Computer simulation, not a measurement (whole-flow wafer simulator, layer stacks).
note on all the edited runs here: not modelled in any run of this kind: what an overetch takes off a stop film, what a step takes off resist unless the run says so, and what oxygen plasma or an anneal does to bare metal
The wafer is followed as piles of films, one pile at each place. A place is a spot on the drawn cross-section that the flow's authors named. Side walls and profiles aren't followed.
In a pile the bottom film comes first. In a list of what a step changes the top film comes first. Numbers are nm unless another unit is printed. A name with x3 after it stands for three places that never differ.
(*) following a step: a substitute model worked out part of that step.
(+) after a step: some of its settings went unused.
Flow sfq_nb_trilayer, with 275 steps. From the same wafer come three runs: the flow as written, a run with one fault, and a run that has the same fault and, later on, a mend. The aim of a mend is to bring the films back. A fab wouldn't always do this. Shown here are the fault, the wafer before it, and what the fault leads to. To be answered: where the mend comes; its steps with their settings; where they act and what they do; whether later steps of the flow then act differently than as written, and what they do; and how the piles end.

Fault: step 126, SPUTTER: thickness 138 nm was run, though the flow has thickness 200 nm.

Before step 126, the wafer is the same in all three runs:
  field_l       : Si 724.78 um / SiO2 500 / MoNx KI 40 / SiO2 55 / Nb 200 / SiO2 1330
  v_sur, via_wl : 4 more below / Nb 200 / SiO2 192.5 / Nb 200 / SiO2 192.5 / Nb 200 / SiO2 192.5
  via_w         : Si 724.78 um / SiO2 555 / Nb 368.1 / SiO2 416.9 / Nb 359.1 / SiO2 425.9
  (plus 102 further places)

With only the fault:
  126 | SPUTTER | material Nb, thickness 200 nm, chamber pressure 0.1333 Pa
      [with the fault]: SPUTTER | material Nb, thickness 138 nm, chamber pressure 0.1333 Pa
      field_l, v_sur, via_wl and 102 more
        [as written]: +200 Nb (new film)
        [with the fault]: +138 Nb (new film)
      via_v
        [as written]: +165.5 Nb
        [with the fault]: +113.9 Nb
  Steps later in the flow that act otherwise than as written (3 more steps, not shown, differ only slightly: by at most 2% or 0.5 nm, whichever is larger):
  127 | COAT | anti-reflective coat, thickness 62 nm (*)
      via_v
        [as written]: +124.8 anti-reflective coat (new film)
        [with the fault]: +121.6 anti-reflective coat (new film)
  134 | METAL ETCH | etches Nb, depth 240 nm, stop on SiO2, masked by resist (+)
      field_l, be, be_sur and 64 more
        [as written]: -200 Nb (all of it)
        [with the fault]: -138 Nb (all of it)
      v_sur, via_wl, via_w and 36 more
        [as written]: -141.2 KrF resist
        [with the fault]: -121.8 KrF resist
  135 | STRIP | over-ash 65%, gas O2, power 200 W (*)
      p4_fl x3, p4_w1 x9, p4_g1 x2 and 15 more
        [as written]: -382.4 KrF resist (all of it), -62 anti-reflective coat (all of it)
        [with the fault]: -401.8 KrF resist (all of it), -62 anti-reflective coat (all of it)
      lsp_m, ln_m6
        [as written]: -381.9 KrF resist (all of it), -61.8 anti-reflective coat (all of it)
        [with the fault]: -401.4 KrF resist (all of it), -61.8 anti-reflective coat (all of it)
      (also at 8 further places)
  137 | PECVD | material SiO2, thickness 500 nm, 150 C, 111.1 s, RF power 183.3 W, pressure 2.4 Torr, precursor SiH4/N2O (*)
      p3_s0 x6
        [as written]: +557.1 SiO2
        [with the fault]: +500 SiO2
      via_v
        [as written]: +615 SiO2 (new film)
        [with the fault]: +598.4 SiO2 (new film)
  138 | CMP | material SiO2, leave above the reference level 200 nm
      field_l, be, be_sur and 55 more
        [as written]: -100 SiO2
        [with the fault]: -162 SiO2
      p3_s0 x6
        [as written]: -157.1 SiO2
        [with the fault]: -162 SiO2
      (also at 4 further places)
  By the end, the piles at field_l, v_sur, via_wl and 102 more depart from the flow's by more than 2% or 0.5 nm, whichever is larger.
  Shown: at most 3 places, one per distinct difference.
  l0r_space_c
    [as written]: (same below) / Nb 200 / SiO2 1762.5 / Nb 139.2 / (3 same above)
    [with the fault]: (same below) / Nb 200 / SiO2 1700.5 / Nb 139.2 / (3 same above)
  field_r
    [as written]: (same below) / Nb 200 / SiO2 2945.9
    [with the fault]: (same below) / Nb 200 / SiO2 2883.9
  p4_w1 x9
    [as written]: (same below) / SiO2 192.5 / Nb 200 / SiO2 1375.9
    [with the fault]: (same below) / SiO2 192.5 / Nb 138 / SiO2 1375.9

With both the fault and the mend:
  After step 132 comes the mend.
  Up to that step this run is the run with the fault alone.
  132a | STRIP | over-ash 65%, gas O2, power 200 W (*)
      p3_s0 x6, p3_fr x3, wl_d_sl and 38 more
        -62 anti-reflective coat (all of it)
      p4_fl x3, p4_w1 x9, p4_g1 x2 and 15 more
        -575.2 KrF resist (all of it), -62 anti-reflective coat (all of it)
      moat, field_r, lsp_l, lsp_r, l0_sur, l0v
        -61.8 anti-reflective coat (all of it)
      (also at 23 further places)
  132b | SPUTTER | material Nb, thickness 62 nm, chamber pressure 0.1333 Pa (the flow's step 126, run once more with other settings)
      field_l, v_sur, via_wl and 102 more
        +62 Nb
      via_v
        +48.7 Nb
  132c | COAT | anti-reflective coat, thickness 62 nm (*) (the flow's step 127, run once more)
      p4_fl x3, p4_w1 x9, p4_g1 x2 and 63 more
        +62 anti-reflective coat (new film)
      field_r, lsp_l, ln_m5, lsp_m, ln_m6, lsp_r, l0_sur, l0v
        +61.8 anti-reflective coat (new film)
      be_r, r_sur, res, r_end, moat
        +61.7 anti-reflective coat (new film)
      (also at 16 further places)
  132d | COAT | KrF resist, thickness 600 nm (*) (the flow's step 128, run once more)
      p4_fl x3, p4_w1 x9, p4_g1 x2 and 63 more
        +600 KrF resist (new film)
      field_r, lsp_l, ln_m5, lsp_m, l0v
        +599.5 KrF resist (new film)
      ln_m6, lsp_r, l0_sur
        +599.6 KrF resist (new film)
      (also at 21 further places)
  132e | SOFTBAKE | KrF resist (the flow's step 129, run once more)
      leaves every film unchanged at each place that is followed
  132f | EXPOSE | photomask M4, dose 12.11 mJ/cm2, NA 0.6, wavelength 248 nm (*) (the flow's step 130, run once more)
      leaves every film unchanged at each place that is followed
  132g | PEB | KrF resist, 90 s (the flow's step 131, run once more)
      field_l, v_sur, via_wl and 97 more
        -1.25 KrF resist
      via_w, via_wr, via_sp, wire, be
        -1.24 KrF resist
      via_v
        -1.61 KrF resist
  132h | DEVELOP | KrF resist, thickness 600 nm, 60 s (the flow's step 132, run once more)
      p3_s0 x6, p3_fr x3, wl_d_sl and 38 more
        -598.7 KrF resist (all of it)
      v_sur, via_wl, via_w and 36 more
        -23.5 KrF resist
      moat, field_r, lsp_l
        -598.2 KrF resist (all of it)
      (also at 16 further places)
  Later steps of the flow that are run all act as written at every place that is followed, up to a difference of at most 2% or 0.5 nm, whichever is larger.
  The piles end only slightly different from the flow's at the places that both follow, by no more than 2% or 0.5 nm, whichever is larger.
